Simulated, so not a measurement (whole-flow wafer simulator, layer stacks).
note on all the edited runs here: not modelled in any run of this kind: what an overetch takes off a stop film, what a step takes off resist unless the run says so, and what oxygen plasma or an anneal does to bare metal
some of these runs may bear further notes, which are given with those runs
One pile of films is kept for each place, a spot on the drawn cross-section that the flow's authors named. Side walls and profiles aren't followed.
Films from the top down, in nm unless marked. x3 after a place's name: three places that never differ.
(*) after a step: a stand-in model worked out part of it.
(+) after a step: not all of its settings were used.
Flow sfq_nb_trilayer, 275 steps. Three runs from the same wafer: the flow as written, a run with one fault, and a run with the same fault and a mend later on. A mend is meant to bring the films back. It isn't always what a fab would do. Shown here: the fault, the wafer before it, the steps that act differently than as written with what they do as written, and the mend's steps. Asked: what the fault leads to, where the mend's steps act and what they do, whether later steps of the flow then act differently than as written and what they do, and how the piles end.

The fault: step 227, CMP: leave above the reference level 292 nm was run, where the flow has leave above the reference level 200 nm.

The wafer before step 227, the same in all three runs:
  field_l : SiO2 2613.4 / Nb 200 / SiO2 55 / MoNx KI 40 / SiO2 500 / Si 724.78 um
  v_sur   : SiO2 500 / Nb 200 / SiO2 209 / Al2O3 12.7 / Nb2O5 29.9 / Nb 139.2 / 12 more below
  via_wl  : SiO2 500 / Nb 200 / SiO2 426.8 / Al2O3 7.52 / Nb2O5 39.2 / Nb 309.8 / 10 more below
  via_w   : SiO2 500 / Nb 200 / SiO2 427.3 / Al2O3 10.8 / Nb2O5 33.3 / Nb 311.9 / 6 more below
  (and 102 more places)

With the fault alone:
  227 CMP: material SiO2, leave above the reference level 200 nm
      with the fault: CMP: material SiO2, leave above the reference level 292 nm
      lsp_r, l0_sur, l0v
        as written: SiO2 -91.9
        with the fault: nothing
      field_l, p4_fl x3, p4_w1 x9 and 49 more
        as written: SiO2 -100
        with the fault: SiO2 -8
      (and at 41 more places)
  Later steps of the flow that act differently than as written (5 more steps differ only slightly, by at most 2% or 0.5 nm, whichever is larger, and aren't shown):
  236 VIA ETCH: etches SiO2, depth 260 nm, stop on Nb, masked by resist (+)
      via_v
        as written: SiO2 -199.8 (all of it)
        with the fault: SiO2 -260
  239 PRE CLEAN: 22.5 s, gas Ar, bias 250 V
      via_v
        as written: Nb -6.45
        with the fault: SiO2 -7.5
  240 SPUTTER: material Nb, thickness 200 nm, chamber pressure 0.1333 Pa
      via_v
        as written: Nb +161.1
        with the fault: Nb +146.9 (new film)
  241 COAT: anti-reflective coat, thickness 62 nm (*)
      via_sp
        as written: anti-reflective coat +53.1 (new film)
        with the fault: anti-reflective coat +50 (new film)
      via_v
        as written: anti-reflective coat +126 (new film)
        with the fault: anti-reflective coat +129.5 (new film)
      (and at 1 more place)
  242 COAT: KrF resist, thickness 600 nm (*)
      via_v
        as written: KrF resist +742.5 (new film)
        with the fault: KrF resist +801.5 (new film)
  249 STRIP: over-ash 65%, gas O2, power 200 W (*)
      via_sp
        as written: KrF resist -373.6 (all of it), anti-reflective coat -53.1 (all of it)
        with the fault: KrF resist -369.5 (all of it), anti-reflective coat -50 (all of it)
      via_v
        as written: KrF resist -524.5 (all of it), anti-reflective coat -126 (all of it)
        with the fault: KrF resist -583.4 (all of it), anti-reflective coat -129.5 (all of it)
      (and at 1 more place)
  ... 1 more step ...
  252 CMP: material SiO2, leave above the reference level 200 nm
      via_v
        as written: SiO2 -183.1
        with the fault: SiO2 -157.1
  At the end the piles differ from the flow's by more than 2% or 0.5 nm, whichever is larger, at field_l, v_sur, via_wl and 103 more.
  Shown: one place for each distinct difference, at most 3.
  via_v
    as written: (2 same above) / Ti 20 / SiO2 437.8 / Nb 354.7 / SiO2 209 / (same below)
    with the fault: (2 same above) / Ti 20 / SiO2 513.3 / Nb 146.9 / SiO2 24.3 / Nb 200 / SiO2 209 / (same below)
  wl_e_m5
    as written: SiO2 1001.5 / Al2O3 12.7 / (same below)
    with the fault: SiO2 1093.5 / Al2O3 12.7 / (same below)
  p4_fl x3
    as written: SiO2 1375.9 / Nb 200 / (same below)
    with the fault: SiO2 1467.9 / Nb 200 / (same below)

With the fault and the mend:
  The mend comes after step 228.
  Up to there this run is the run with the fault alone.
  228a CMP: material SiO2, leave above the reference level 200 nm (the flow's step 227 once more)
      field_l, v_sur, via_wl and 100 more
        SiO2 -92
      lsp_r, l0_sur, l0v
        SiO2 -91.9
  No later step of the flow acts differently than as written at any place that is followed.
  At the end the piles are the same as the flow's at every place that both follow.
